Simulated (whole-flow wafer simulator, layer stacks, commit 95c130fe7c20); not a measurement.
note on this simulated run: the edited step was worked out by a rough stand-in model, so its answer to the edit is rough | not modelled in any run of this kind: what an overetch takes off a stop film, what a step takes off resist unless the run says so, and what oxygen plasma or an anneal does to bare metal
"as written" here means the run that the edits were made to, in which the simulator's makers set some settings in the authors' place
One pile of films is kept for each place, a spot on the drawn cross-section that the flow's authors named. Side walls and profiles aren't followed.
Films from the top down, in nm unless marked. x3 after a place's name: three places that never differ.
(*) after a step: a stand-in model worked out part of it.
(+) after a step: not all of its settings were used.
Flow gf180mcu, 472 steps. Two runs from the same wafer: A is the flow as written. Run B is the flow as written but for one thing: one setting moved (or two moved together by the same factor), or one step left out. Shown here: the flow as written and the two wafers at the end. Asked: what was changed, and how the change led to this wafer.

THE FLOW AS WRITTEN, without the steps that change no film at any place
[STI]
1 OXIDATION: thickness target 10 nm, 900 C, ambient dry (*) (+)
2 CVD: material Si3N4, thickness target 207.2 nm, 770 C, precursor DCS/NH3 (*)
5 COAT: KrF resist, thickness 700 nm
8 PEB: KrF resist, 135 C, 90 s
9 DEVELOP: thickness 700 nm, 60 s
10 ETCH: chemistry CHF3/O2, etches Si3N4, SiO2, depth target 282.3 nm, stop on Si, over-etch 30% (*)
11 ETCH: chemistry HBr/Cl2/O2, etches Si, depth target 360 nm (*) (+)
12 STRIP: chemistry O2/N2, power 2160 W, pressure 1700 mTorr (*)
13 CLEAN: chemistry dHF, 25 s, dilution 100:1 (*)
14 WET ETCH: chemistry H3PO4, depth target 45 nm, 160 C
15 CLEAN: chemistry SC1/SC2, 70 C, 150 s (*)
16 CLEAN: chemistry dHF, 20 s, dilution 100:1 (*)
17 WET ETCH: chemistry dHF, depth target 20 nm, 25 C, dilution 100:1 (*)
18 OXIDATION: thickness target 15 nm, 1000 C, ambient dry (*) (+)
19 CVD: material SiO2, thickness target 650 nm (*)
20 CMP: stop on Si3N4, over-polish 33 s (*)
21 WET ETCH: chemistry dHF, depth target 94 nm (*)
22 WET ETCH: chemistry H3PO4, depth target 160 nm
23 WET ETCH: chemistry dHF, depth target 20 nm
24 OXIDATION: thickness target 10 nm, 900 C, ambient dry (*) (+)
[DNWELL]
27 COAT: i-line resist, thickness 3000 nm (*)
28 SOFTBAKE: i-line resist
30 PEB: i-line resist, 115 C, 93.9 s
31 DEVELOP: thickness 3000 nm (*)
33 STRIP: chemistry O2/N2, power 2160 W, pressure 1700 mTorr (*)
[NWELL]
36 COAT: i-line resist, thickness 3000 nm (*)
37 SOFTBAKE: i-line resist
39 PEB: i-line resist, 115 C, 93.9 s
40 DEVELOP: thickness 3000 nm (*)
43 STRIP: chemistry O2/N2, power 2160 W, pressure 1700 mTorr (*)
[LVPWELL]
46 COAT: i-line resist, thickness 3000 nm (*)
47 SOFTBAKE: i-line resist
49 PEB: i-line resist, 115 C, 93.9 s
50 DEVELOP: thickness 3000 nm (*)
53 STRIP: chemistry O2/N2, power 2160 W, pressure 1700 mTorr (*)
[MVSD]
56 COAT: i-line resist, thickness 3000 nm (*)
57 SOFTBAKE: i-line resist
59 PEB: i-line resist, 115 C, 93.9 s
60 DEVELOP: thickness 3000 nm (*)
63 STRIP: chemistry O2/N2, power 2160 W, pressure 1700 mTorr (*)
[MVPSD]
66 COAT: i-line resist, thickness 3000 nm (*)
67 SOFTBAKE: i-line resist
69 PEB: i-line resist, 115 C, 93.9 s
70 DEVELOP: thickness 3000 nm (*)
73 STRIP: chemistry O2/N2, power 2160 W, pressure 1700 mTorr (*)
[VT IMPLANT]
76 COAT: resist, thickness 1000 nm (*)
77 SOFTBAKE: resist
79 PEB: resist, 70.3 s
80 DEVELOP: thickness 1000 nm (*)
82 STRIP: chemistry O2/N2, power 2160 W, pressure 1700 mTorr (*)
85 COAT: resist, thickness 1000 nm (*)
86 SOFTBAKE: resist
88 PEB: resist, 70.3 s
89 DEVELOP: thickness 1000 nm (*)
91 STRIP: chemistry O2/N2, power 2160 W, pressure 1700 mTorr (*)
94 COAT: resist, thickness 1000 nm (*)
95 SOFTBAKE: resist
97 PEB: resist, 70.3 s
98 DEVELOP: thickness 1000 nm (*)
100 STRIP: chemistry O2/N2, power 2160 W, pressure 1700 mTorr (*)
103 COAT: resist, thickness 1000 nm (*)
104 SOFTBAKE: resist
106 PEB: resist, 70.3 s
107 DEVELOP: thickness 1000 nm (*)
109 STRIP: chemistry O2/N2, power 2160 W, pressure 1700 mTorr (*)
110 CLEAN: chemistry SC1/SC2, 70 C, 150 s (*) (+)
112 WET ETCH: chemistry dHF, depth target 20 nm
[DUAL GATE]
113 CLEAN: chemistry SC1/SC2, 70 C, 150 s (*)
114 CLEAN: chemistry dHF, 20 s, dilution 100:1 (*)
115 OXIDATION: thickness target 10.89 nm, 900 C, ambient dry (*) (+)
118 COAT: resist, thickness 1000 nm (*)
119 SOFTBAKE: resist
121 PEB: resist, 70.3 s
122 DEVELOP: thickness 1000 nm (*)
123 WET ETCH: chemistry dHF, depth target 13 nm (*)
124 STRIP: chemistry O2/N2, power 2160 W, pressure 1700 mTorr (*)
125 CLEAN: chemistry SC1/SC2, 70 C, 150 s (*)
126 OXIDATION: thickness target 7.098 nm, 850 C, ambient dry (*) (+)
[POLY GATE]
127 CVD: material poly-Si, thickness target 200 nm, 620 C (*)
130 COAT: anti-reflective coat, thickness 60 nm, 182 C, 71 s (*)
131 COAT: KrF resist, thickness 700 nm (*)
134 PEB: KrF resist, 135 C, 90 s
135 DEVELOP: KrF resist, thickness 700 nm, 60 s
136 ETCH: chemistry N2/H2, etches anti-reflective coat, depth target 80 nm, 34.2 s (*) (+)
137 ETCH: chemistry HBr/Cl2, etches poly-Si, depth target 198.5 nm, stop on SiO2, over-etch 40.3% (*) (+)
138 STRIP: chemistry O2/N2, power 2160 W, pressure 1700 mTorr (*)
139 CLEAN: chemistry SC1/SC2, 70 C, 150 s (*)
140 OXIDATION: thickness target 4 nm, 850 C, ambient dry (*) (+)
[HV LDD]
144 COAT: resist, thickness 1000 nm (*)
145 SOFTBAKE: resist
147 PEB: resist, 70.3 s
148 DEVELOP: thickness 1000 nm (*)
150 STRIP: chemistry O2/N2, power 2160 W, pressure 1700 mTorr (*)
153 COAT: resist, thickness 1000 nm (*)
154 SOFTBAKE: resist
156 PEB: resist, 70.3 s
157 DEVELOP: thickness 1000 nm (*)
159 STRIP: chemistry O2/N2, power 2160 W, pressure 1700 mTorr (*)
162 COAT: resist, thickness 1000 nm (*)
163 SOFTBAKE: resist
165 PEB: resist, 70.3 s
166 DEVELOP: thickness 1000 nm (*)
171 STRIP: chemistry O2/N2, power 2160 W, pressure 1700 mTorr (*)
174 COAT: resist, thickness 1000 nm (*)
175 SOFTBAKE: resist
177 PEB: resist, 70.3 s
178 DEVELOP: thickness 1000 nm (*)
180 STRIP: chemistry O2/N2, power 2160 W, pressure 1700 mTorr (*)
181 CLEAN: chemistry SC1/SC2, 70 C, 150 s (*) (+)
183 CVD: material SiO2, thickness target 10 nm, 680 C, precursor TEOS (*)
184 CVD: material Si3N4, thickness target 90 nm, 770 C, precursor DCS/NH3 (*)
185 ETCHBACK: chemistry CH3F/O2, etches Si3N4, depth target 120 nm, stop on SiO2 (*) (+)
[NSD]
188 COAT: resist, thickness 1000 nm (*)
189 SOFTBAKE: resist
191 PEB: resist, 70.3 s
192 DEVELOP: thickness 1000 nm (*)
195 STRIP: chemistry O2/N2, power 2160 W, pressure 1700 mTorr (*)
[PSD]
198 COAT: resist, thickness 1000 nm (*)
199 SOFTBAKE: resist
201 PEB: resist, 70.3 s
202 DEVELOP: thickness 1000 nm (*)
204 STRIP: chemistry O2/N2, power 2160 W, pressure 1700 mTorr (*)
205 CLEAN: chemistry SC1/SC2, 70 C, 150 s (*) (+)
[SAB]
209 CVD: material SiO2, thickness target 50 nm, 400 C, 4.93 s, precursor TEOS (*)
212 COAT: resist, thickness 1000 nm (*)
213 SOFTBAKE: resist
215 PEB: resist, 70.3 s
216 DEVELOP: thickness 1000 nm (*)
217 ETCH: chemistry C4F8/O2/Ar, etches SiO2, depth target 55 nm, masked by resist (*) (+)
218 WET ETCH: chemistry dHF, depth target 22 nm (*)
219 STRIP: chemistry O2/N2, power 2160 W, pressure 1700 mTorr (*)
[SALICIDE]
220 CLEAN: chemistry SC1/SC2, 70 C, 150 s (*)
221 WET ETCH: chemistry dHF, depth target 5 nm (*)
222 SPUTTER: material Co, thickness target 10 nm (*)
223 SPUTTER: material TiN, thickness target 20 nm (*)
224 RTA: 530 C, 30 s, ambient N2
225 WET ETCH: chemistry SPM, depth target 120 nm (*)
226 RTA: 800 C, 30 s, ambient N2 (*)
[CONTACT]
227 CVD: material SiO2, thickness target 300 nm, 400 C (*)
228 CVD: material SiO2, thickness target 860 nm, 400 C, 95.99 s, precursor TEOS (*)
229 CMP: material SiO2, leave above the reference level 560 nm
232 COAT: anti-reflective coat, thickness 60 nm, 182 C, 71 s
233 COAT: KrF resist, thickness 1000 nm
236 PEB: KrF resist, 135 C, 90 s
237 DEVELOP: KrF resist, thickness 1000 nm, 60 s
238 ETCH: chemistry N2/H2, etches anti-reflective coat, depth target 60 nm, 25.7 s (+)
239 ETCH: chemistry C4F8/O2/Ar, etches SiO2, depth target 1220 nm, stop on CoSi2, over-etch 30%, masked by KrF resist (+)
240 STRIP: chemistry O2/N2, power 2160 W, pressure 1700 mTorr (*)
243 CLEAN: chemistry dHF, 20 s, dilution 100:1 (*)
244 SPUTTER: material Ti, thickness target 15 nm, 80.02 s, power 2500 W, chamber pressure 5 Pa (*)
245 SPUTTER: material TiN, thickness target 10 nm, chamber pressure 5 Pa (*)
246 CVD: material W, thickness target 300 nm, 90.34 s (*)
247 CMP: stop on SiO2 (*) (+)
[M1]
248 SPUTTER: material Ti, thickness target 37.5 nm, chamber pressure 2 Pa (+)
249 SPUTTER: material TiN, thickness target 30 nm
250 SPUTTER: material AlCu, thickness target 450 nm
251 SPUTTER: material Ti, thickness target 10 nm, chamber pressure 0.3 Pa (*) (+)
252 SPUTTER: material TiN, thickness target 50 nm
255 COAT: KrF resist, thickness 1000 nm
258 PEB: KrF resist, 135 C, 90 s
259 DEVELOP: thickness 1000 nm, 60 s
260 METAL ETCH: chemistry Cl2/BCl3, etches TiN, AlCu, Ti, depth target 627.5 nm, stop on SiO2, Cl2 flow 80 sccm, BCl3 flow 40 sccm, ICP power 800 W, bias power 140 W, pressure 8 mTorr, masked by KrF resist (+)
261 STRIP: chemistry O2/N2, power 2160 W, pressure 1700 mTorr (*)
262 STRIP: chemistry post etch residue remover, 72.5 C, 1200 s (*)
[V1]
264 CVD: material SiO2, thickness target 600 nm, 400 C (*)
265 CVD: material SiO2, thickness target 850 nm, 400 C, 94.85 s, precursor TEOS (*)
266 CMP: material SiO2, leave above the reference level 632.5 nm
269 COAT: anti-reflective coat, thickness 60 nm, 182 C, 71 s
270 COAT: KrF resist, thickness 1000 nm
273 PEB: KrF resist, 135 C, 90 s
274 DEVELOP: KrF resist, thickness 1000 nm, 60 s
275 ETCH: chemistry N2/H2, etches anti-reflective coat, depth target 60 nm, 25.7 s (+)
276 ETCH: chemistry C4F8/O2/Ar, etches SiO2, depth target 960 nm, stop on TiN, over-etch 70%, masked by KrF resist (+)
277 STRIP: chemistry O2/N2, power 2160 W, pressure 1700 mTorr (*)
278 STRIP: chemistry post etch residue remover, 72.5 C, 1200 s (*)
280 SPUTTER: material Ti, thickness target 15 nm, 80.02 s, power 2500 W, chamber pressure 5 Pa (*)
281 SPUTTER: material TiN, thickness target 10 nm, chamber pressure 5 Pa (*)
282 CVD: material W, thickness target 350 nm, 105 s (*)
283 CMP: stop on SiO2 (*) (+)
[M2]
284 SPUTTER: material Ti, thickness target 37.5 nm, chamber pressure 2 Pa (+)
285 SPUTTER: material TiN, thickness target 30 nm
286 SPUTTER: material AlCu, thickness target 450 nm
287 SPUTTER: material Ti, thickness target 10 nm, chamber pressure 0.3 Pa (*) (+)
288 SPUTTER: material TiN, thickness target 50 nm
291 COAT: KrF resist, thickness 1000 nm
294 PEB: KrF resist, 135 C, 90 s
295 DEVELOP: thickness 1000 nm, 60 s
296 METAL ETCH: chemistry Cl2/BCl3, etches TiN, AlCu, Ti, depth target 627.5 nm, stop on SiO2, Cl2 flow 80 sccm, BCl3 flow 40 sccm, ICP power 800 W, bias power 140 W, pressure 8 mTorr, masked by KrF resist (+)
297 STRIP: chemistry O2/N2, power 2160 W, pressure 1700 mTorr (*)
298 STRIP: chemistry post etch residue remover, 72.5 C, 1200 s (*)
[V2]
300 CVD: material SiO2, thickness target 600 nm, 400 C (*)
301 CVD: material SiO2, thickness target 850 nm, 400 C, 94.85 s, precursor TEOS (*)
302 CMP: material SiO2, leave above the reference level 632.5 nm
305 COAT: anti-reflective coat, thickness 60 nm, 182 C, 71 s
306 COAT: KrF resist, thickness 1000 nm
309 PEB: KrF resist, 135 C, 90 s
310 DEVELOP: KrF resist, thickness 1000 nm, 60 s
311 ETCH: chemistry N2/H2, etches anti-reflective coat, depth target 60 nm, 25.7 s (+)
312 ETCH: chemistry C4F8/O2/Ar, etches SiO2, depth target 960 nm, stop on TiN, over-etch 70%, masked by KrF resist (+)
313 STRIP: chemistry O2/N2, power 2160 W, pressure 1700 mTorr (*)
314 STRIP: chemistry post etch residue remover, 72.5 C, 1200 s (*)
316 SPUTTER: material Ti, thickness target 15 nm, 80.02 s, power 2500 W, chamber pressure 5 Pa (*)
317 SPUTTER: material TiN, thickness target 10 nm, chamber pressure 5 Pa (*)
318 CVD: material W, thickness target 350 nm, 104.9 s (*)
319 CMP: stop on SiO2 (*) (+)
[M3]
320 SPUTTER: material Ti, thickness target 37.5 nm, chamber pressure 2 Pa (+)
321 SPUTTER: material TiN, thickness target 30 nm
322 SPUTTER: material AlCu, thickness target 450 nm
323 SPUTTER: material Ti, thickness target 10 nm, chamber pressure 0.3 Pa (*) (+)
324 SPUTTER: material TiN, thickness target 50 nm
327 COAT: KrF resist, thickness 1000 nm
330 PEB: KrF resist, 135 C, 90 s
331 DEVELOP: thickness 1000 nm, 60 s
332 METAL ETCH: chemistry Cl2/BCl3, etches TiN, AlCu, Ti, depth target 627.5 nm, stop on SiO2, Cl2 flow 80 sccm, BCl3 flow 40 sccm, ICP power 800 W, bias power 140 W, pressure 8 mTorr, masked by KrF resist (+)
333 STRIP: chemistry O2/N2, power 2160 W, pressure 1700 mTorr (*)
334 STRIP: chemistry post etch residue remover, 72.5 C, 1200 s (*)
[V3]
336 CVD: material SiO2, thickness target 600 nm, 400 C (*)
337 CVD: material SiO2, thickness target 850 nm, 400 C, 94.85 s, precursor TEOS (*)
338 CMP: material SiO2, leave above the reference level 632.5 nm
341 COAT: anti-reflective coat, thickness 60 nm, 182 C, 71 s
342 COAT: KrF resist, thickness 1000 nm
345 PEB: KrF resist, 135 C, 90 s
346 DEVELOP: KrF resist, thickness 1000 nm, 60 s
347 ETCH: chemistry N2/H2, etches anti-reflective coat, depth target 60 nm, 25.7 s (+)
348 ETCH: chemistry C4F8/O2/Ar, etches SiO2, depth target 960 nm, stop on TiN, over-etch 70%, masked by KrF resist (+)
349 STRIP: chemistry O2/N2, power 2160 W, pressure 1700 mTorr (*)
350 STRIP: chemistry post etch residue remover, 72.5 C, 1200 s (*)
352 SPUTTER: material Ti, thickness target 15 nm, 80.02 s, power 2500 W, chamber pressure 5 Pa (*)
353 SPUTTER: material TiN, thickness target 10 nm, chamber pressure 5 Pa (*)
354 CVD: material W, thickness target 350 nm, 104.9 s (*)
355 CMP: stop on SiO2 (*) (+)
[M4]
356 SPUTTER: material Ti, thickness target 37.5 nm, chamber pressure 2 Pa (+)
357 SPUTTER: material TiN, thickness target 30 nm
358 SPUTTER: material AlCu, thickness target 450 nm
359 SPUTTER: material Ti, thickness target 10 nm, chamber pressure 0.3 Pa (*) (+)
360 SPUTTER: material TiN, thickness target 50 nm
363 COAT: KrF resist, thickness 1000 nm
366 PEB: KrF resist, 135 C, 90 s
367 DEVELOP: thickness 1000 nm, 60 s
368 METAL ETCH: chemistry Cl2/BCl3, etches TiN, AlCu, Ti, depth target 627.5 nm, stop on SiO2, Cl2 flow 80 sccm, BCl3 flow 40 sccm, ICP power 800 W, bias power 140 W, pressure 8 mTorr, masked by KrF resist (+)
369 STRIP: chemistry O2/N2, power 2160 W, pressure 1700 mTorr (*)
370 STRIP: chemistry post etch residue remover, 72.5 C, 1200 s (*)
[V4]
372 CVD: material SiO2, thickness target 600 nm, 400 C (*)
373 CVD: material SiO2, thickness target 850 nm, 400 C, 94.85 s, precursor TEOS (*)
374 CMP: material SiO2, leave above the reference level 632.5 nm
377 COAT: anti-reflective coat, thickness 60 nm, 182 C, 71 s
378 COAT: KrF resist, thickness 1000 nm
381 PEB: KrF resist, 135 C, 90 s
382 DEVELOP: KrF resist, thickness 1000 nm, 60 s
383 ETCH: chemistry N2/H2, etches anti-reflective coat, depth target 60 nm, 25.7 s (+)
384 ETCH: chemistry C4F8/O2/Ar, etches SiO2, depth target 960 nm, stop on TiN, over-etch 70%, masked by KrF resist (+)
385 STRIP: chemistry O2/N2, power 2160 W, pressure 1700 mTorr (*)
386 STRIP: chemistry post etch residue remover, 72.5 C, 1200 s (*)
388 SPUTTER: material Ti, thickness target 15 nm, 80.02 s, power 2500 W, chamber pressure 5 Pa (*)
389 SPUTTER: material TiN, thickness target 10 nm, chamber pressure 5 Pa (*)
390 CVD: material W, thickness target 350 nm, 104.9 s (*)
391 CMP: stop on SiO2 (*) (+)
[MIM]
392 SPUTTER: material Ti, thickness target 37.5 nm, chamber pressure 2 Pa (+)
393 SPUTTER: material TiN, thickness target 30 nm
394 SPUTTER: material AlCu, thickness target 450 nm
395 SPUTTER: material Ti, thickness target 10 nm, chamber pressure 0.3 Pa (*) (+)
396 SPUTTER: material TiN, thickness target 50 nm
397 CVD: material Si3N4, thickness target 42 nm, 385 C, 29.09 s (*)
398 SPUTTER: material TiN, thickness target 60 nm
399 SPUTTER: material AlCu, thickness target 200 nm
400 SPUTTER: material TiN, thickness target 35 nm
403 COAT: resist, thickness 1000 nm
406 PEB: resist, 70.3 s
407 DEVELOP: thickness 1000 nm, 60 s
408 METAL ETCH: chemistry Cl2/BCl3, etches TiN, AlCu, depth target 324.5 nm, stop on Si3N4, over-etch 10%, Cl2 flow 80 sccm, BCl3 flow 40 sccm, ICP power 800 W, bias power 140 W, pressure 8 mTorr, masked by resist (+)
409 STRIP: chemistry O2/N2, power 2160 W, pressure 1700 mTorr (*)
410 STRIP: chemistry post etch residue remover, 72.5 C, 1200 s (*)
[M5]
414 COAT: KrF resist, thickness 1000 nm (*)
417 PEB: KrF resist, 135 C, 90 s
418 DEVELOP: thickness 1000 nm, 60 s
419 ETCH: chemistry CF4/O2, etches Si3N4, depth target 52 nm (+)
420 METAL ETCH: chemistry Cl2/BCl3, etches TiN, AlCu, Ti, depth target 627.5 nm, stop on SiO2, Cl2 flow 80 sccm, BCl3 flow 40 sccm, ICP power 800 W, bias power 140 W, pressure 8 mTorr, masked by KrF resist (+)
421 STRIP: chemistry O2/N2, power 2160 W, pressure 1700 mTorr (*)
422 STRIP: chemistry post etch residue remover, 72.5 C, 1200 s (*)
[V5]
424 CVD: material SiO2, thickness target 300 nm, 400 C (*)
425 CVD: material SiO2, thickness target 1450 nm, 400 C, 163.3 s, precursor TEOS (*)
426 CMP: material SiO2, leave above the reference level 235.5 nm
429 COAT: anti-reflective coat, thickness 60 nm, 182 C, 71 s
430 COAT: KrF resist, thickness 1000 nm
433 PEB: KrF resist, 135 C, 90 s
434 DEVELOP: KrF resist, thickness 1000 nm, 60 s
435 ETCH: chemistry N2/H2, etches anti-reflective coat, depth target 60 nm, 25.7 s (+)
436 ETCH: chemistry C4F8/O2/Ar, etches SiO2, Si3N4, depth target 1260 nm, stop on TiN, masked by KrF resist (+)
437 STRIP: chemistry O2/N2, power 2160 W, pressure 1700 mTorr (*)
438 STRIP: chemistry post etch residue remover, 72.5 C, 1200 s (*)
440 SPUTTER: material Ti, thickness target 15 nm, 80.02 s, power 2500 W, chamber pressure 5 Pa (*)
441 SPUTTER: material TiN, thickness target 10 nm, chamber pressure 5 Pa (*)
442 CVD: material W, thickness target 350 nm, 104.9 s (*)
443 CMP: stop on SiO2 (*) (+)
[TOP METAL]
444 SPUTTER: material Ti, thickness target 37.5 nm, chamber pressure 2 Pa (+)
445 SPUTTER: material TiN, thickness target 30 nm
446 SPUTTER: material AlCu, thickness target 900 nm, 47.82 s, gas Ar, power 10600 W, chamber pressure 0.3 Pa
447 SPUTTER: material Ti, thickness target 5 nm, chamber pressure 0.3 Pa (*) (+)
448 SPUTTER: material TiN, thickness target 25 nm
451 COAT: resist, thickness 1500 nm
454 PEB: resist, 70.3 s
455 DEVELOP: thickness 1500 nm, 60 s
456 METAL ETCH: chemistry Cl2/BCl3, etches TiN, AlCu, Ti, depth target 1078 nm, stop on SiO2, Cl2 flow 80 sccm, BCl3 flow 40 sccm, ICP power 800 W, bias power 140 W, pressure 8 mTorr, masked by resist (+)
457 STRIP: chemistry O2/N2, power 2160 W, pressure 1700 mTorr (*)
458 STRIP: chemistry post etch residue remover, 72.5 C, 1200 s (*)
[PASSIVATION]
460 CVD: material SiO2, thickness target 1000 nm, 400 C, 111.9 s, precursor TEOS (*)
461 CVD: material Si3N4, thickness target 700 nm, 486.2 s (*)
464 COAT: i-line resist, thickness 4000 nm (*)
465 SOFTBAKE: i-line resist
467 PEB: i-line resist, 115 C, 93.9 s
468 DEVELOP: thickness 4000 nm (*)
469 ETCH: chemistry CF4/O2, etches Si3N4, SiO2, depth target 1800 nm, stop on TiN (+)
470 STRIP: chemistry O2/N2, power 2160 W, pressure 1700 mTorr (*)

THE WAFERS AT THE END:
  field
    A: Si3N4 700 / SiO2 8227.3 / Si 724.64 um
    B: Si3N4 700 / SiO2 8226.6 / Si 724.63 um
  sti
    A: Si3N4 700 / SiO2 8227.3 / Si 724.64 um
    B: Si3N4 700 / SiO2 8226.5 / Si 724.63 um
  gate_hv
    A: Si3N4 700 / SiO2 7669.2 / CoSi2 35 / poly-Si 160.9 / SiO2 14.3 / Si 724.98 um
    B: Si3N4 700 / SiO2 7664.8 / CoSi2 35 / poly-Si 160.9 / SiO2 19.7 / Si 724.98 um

The cause: step 115, OXIDATION: thickness target 16.87 nm was run, where the flow has thickness target 10.89 nm.

How the change led to this, step by step:
  115 OXIDATION: thickness target 10.89 nm, 900 C, ambient dry (*) (+)
      active, n_well, p_well and 40 more: A SiO2 +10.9 (new film), Si -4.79 | B SiO2 +16.9 (new film), Si -7.42
      sti, mim_1p0, pad and 19 more: A SiO2 +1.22, Si -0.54 | B SiO2 +2.44, Si -1.07
      (and at 27 more places)
  123 WET ETCH: chemistry dHF, depth target 13 nm (*)
      active, n_well, p_well and 12 more: A SiO2 -10.9 (all of it) | B SiO2 -13
  124 STRIP: chemistry O2/N2, power 2160 W, pressure 1700 mTorr (*)
      active, n_well, p_well and 12 more: A chemical SiO2 +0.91 (new film), Si -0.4 | B nothing
  126 OXIDATION: thickness target 7.098 nm, 850 C, ambient dry (*) (+)
      active, n_well, p_well and 12 more: A SiO2 +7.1 (new film), chemical SiO2 -0.76 (all of it), Si -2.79 | B SiO2 +4.65, Si -2.05
      gate_hv, active_hv, active_nat and 25 more: A SiO2 +3.72, Si -1.64 | B SiO2 +3.19, Si -1.4
  130 COAT: anti-reflective coat, thickness 60 nm, 182 C, 71 s (*)
      p_well, spacer, sd_n: A anti-reflective coat +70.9 (new film) | B anti-reflective coat +72.4 (new film)
      ldn_fp, ldp_fp: A anti-reflective coat +48.5 (new film) | B anti-reflective coat +49.7 (new film)
      (and at 11 more places)
  136 ETCH: chemistry N2/H2, etches anti-reflective coat, depth target 80 nm, 34.2 s (*) (+)
      p_well, spacer, sd_n: A anti-reflective coat -70.9 (all of it), poly-Si -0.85 | B anti-reflective coat -72.4 (all of it), poly-Si -0.81
      ldn_dft, ldp_dft: A anti-reflective coat -48.7 (all of it), poly-Si -1.42 | B anti-reflective coat -49.9 (all of it), poly-Si -1.39
      (and at 6 more places)
  138 STRIP: chemistry O2/N2, power 2160 W, pressure 1700 mTorr (*)
      ld_fp_n: A chemical SiO2 +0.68 (new film), KrF resist -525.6 (all of it), anti-reflective coat -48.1 (all of it), poly-Si -0.3 | B chemical SiO2 +0.68 (new film), KrF resist -525.6 (all of it), anti-reflective coat -49.1 (all of it), poly-Si -0.3
      ld_fp_p: A chemical SiO2 +0.68 (new film), KrF resist -526.2 (all of it), anti-reflective coat -47.8 (all of it), poly-Si -0.3 | B chemical SiO2 +0.68 (new film), KrF resist -525.9 (all of it), anti-reflective coat -49.2 (all of it), poly-Si -0.3
      (and at 3 more places)
  189 SOFTBAKE: resist
      field__w9: A resist +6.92 | B resist -3.06
      active_nat: A resist +5.49 | B resist +9.35
  199 SOFTBAKE: resist
      field__w9: A resist +6.92 | B resist -3.06
      active_nat: A resist +5.49 | B resist +9.35
  218 WET ETCH: chemistry dHF, depth target 22 nm (*)
      active, p_well, sd_n, iso_ptap_pw, iso_ntap_nw, iso_ptap_sub, vpnp_e: A SiO2 -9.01 (all of it) | B SiO2 -10.1 (all of it)
      ldn_tap, ldn_src, ldn_drn, ldp_tap, ldp_src, ldp_drn, ldp_gr: A SiO2 -16 (all of it) | B SiO2 -21.3 (all of it)
      (and at 9 more places)
